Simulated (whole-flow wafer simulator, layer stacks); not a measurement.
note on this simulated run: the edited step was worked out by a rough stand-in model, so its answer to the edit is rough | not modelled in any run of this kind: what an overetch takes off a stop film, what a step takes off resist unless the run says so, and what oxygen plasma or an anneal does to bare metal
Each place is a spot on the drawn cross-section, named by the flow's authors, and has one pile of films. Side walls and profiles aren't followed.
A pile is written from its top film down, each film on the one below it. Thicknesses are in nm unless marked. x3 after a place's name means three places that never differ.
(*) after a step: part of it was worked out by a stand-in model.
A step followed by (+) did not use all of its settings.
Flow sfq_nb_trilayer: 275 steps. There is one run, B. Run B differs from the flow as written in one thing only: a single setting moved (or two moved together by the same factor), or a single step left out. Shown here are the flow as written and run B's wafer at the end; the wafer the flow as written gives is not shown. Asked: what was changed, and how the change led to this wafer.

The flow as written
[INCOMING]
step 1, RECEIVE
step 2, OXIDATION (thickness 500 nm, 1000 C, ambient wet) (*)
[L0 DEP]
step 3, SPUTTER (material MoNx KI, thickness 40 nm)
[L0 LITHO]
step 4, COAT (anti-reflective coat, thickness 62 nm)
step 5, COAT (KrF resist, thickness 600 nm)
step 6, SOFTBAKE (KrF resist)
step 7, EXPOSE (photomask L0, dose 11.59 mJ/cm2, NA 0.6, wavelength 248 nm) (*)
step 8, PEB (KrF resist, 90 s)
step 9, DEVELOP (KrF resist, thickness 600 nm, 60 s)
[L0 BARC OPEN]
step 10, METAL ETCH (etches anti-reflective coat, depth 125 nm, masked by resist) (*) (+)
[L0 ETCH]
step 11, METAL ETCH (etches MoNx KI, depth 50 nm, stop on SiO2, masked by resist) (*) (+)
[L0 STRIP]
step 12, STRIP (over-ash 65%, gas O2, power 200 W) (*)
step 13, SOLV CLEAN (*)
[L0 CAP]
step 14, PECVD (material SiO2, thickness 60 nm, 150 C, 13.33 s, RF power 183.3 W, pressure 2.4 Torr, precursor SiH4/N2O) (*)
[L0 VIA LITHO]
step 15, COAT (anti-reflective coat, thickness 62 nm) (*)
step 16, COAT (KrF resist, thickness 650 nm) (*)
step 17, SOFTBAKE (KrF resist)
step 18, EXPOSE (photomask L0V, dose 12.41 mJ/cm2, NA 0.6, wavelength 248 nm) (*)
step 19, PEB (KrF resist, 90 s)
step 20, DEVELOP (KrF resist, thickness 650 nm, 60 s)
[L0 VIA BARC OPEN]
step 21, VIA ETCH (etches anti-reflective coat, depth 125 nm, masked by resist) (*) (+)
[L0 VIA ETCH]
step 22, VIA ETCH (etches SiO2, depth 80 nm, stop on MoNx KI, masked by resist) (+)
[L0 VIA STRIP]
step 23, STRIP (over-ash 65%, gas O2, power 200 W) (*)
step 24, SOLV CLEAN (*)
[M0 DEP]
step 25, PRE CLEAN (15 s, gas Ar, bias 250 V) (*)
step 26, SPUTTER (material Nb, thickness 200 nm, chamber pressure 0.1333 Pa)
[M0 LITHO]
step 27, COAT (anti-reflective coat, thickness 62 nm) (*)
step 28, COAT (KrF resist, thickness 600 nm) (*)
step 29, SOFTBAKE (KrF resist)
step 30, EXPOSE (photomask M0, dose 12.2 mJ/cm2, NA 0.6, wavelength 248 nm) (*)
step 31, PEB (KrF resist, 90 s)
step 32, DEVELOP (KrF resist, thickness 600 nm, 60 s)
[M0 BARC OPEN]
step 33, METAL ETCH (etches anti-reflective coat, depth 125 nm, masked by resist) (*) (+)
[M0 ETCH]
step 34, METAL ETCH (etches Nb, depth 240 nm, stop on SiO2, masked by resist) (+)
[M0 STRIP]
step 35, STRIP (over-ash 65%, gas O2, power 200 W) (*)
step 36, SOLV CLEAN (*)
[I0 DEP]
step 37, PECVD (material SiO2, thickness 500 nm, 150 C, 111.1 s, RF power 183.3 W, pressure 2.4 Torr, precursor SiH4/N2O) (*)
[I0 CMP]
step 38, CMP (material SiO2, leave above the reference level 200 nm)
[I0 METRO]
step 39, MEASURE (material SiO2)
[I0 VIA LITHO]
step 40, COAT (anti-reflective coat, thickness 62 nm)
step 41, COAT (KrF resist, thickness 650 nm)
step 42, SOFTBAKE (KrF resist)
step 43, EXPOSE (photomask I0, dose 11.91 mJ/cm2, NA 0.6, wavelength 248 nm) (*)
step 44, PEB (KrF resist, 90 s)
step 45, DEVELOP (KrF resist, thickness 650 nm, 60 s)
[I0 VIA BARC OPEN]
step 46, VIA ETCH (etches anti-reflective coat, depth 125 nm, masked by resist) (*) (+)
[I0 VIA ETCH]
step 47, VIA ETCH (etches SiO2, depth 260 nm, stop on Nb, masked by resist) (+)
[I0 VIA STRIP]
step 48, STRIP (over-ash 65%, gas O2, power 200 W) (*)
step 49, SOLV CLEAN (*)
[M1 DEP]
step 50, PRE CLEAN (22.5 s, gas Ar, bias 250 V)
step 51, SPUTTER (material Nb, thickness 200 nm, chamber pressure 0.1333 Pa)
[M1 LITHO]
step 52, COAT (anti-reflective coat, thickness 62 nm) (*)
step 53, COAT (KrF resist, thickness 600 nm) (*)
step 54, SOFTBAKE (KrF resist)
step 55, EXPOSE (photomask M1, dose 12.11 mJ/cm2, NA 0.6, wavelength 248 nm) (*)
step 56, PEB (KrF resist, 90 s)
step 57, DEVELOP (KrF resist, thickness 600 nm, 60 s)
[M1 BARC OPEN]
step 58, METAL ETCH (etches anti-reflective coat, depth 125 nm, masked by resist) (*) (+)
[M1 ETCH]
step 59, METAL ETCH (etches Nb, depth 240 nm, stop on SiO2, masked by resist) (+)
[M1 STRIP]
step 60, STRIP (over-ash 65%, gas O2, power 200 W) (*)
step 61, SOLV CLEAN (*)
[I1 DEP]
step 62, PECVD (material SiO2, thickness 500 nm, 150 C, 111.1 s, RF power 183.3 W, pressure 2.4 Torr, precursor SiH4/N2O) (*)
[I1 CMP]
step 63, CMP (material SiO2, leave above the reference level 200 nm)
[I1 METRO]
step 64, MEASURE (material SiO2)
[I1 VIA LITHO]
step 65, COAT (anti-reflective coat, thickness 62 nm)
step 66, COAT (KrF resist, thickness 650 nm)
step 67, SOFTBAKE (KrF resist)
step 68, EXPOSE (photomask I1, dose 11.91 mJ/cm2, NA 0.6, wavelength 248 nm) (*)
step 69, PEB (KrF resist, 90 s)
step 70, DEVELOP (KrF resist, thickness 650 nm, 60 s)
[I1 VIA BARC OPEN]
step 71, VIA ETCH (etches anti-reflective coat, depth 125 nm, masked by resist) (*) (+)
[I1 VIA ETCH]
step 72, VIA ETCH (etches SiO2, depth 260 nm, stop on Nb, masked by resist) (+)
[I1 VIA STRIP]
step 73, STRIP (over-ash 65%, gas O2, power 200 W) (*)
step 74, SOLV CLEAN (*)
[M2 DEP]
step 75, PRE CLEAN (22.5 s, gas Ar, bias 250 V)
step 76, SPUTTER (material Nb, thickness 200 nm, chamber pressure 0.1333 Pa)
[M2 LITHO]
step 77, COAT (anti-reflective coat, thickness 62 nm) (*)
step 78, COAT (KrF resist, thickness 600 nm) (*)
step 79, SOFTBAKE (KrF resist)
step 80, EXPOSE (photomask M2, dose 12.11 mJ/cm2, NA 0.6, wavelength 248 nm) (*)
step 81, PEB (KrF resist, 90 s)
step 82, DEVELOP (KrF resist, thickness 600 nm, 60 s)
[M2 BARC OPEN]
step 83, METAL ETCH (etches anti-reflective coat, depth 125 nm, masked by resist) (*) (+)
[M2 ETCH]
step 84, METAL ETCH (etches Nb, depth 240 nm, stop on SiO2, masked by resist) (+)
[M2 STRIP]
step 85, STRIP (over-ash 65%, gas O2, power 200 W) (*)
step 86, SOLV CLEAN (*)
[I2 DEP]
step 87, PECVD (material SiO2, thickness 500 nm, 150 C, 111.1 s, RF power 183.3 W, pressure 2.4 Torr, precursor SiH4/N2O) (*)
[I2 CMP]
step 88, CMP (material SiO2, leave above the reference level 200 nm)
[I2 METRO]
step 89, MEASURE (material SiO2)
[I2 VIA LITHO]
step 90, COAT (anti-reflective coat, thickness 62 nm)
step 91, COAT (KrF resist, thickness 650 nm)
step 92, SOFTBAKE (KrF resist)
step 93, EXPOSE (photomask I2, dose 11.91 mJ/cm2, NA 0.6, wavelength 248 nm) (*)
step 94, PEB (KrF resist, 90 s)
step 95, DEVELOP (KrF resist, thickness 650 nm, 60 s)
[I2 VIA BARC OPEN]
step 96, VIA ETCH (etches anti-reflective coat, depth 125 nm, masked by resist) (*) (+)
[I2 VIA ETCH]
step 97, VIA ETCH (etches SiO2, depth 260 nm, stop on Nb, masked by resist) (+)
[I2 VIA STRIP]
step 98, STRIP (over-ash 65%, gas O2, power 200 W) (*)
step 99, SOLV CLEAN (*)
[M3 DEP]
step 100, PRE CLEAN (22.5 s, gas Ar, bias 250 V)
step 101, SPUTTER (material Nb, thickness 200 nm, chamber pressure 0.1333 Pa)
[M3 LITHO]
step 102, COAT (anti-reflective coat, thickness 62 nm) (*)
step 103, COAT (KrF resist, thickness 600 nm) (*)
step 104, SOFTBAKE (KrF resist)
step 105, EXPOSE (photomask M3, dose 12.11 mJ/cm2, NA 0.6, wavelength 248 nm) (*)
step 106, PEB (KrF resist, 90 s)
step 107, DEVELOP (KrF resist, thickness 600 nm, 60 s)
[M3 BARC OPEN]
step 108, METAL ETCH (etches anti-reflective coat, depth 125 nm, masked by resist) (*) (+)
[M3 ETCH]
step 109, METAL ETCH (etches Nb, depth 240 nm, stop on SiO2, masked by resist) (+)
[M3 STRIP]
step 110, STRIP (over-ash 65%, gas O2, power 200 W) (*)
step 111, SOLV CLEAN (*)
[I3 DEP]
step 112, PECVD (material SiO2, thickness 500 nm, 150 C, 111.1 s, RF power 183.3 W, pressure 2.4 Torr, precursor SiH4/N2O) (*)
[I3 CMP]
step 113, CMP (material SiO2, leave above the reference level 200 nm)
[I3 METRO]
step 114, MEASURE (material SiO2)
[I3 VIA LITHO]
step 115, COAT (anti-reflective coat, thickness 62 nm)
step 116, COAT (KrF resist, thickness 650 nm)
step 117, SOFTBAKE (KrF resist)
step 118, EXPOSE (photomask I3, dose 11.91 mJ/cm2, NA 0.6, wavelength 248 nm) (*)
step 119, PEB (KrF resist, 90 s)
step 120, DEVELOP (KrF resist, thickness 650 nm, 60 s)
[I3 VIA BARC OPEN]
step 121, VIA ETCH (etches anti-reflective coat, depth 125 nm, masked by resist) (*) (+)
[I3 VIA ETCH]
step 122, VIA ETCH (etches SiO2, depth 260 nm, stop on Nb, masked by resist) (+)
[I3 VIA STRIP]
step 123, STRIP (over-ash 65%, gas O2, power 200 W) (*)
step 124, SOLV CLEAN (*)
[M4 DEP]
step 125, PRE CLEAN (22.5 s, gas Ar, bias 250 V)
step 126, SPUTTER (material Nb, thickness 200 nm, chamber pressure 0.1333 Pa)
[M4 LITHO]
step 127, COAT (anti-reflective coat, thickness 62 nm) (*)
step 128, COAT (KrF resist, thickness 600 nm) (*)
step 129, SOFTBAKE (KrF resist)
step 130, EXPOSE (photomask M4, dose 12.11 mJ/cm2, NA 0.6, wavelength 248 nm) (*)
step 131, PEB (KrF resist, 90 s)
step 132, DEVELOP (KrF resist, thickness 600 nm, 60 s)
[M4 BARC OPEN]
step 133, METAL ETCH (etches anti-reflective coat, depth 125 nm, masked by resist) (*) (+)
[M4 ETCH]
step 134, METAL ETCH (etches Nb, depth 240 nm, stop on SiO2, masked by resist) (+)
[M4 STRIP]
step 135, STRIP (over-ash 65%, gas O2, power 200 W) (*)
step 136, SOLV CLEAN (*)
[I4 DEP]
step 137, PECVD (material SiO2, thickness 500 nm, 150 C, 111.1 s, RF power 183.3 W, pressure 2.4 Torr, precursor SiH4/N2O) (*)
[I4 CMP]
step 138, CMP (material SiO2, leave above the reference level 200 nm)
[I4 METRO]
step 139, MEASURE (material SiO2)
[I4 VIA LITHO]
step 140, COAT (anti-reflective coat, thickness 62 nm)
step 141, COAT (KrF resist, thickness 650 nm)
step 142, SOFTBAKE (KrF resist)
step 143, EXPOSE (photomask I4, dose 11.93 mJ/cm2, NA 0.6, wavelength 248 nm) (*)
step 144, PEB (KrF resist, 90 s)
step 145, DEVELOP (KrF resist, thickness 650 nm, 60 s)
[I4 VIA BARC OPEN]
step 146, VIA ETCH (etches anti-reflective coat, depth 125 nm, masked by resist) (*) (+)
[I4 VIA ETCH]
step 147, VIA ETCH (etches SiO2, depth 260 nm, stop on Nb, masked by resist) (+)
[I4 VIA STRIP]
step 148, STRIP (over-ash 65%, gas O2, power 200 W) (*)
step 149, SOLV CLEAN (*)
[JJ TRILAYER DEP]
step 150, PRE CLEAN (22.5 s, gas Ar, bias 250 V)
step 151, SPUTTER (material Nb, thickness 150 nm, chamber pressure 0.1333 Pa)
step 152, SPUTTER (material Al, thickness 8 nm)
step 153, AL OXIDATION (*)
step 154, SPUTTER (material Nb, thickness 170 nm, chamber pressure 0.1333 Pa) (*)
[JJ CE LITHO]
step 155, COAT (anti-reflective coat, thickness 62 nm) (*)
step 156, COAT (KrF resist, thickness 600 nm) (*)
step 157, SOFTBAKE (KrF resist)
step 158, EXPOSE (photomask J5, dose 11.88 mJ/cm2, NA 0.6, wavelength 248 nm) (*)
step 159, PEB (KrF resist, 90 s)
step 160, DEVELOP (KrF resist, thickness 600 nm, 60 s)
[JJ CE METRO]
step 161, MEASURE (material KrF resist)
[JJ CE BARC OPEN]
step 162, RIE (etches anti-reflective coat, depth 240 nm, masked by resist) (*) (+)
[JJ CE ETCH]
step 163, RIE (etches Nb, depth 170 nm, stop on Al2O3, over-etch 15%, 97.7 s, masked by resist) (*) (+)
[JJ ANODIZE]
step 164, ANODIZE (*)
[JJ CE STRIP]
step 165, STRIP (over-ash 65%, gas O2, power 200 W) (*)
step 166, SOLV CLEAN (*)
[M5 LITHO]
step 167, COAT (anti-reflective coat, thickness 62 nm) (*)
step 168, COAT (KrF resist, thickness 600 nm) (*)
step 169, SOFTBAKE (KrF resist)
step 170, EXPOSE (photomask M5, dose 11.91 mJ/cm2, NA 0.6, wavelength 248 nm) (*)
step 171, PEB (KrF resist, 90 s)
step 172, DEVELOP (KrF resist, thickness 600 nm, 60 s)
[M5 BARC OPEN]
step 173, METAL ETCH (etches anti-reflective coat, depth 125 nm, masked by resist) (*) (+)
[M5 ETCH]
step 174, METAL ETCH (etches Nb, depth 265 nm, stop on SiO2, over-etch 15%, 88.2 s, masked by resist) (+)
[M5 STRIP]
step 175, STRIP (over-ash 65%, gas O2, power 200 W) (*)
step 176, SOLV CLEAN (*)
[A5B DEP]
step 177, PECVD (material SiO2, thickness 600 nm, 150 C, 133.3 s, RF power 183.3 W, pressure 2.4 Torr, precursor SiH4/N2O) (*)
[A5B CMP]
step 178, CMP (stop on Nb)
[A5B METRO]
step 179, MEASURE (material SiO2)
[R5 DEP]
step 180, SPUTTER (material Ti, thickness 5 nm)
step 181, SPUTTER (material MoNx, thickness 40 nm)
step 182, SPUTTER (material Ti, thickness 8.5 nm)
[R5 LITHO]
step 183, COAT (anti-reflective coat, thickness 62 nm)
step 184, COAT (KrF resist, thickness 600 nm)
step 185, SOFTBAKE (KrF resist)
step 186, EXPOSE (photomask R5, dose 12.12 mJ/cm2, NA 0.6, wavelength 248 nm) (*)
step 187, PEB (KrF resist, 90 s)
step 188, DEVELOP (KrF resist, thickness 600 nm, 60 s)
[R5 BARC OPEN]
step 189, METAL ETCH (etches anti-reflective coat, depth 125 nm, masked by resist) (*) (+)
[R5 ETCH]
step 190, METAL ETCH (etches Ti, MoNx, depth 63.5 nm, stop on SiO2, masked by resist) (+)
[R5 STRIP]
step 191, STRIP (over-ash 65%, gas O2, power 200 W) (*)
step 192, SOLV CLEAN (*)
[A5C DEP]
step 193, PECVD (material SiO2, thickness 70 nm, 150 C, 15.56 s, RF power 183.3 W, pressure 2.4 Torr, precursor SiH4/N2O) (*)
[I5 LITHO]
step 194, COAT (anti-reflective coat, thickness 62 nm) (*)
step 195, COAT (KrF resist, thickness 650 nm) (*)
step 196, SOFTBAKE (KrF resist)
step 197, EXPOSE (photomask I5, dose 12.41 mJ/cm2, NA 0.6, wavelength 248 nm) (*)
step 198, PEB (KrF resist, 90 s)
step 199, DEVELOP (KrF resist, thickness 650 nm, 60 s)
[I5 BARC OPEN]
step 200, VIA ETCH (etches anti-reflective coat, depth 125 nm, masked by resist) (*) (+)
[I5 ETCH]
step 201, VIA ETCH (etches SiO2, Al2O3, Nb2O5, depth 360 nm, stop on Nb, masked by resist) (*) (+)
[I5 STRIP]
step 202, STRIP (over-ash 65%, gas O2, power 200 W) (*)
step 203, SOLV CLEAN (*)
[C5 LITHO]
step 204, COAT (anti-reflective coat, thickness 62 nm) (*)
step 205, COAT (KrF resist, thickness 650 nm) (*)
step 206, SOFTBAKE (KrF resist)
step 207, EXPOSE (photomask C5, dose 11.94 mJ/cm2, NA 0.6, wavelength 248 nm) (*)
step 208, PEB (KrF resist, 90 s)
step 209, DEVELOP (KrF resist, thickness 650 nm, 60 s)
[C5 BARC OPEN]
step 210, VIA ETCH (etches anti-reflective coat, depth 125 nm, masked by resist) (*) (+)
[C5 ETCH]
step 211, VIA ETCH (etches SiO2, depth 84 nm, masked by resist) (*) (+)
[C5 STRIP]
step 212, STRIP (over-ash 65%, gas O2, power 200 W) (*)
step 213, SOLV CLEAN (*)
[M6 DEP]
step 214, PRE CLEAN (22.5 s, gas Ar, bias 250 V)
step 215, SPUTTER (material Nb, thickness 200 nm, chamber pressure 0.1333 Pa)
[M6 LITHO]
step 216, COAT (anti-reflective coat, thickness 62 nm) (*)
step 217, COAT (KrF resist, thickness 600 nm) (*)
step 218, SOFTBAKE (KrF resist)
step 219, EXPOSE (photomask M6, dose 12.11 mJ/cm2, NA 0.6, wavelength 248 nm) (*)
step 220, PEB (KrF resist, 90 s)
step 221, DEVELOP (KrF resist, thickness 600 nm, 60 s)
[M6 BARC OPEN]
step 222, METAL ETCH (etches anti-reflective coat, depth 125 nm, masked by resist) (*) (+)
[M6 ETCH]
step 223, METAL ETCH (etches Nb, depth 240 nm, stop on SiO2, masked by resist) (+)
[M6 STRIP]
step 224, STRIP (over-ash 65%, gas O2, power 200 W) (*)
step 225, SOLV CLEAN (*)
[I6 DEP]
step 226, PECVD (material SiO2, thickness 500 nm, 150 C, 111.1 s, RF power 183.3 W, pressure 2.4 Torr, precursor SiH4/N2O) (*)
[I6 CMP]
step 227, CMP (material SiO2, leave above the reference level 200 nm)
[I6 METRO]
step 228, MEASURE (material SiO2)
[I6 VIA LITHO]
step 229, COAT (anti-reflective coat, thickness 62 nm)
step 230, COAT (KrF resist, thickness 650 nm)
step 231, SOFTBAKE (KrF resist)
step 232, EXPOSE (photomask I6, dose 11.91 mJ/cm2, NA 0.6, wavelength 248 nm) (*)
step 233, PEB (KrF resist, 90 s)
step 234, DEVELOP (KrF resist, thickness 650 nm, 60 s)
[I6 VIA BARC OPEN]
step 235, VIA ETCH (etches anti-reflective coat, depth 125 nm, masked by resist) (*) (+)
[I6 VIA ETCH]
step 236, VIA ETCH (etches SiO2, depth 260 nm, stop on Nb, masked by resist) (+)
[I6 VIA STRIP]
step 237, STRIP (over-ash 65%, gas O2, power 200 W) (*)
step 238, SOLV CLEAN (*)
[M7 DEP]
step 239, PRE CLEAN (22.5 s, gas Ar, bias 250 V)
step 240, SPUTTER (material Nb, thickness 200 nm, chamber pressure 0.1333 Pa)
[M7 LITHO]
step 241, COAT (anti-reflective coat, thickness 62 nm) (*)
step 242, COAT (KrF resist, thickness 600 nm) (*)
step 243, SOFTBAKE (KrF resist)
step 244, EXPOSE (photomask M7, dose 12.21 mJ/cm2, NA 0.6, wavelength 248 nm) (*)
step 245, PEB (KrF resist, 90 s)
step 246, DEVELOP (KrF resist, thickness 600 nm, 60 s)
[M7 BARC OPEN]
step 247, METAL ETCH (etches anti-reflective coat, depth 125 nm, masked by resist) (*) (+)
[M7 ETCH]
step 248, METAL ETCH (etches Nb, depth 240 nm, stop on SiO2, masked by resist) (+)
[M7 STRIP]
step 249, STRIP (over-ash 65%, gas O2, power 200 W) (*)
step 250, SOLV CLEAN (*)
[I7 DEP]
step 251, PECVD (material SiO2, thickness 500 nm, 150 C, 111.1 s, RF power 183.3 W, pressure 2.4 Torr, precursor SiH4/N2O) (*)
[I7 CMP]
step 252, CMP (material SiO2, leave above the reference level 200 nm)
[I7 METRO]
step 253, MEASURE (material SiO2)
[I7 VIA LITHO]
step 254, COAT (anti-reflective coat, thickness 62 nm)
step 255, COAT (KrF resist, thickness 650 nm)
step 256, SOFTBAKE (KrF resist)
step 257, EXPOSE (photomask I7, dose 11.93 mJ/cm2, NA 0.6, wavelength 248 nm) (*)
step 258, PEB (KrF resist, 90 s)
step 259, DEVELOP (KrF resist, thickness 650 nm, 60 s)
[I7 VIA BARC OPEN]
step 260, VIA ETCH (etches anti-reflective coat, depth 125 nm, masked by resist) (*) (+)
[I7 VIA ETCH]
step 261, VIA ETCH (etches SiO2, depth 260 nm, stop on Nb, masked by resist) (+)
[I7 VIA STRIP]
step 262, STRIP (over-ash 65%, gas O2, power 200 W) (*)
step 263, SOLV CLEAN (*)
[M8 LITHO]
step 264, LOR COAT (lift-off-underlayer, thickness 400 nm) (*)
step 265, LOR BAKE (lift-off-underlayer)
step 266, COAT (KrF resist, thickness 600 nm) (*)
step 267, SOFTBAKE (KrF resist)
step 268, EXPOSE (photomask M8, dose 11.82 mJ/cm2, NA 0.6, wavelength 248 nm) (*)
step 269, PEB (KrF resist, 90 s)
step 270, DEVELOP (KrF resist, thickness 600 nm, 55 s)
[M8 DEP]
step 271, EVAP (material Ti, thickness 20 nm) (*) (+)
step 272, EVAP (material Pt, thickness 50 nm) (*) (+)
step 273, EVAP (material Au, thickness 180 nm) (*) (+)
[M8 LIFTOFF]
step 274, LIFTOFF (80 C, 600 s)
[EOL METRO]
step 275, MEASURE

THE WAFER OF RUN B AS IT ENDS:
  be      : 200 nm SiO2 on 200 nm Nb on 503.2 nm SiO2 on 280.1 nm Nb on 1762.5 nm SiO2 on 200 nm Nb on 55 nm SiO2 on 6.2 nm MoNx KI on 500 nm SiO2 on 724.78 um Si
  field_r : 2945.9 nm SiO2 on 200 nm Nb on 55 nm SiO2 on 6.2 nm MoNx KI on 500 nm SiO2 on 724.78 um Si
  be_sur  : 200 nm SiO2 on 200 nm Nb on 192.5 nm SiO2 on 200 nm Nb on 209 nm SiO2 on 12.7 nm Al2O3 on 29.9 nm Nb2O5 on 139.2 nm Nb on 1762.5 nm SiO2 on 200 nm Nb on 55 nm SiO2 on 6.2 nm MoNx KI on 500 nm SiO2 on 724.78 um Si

What caused this: step 11, METAL ETCH: depth 33.8 nm was run, whereas the flow has depth 50 nm.

Step by step, how the change led to this:
  step 11, METAL ETCH (etches MoNx KI, depth 50 nm, stop on SiO2, masked by resist) (*) (+)
      v_sur, via_wl, via_w and 97 more: MoNx KI loses 33.8 (as written it would have been: MoNx KI loses 40 (all of it))
      field_l, l0_sur, l0v, l0r_line_l, l0r_line_c, l0r_line_r: KrF resist loses 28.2 (as written it would have been: KrF resist loses 41.7)
  step 12, STRIP (over-ash 65%, gas O2, power 200 W) (*)
      field_l, l0_sur, l0v, l0r_line_l, l0r_line_c, l0r_line_r: KrF resist loses 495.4 (all of it), anti-reflective coat loses 62 (all of it) (as written it would have been: KrF resist loses 481.9 (all of it), anti-reflective coat loses 62 (all of it))
  step 14, PECVD (material SiO2, thickness 60 nm, 150 C, 13.33 s, RF power 183.3 W, pressure 2.4 Torr, precursor SiH4/N2O) (*)
      v_sur, via_wl, via_w and 97 more: SiO2 gains 60 (new film) (as written it would have been: SiO2 gains 60)
  step 15, COAT (anti-reflective coat, thickness 62 nm) (*)
      v_sur: anti-reflective coat gains 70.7 (new film) (as written it would have been: anti-reflective coat gains 72.2 (new film))
      l0r_space_c: anti-reflective coat gains 74.9 (new film) (as written it would have been: anti-reflective coat gains 77.2 (new film))
  step 23, STRIP (over-ash 65%, gas O2, power 200 W) (*)
      v_sur: KrF resist loses 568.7 (all of it), anti-reflective coat loses 70.7 (all of it) (as written it would have been: KrF resist loses 570.5 (all of it), anti-reflective coat loses 72.2 (all of it))
      l0r_space_c: KrF resist loses 574.1 (all of it), anti-reflective coat loses 74.9 (all of it) (as written it would have been: KrF resist loses 576.8 (all of it), anti-reflective coat loses 77.2 (all of it))
  step 27, COAT (anti-reflective coat, thickness 62 nm) (*)
      v_sur: anti-reflective coat gains 70.8 (new film) (as written it would have been: anti-reflective coat gains 72.3 (new film))
      l0r_space_c: anti-reflective coat gains 75.4 (new film) (as written it would have been: anti-reflective coat gains 78 (new film))
  step 35, STRIP (over-ash 65%, gas O2, power 200 W) (*)
      v_sur: KrF resist loses 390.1 (all of it), anti-reflective coat loses 70.8 (all of it) (as written it would have been: KrF resist loses 391.6 (all of it), anti-reflective coat loses 72.3 (all of it))
      l0r_space_c: KrF resist loses 395.2 (all of it), anti-reflective coat loses 75.4 (all of it) (as written it would have been: KrF resist loses 397.6 (all of it), anti-reflective coat loses 78 (all of it))
  step 38, CMP (material SiO2, leave above the reference level 200 nm)
      l0v: SiO2 loses 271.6 (as written it would have been: SiO2 loses 277.8)
With metal films that touch counted as one body, be has 4 bodies (between them, from the top down: SiO2 503.2; SiO2 1762.5; SiO2 55); the flow as written gives 3 bodies (between them, from the top down: SiO2 503.2; SiO2 1762.5).
With metal films that touch counted as one body, field_r has 2 bodies (between them, from the top down: SiO2 55); the flow as written gives 1 body.
With metal films that touch counted as one body, be_sur has 5 bodies (between them, from the top down: SiO2 192.5; SiO2 209 / Al2O3 12.7 / Nb2O5 29.9; SiO2 1762.5; SiO2 55); the flow as written gives 4 bodies (between them, from the top down: SiO2 192.5; SiO2 209 / Al2O3 12.7 / Nb2O5 29.9; SiO2 1762.5).
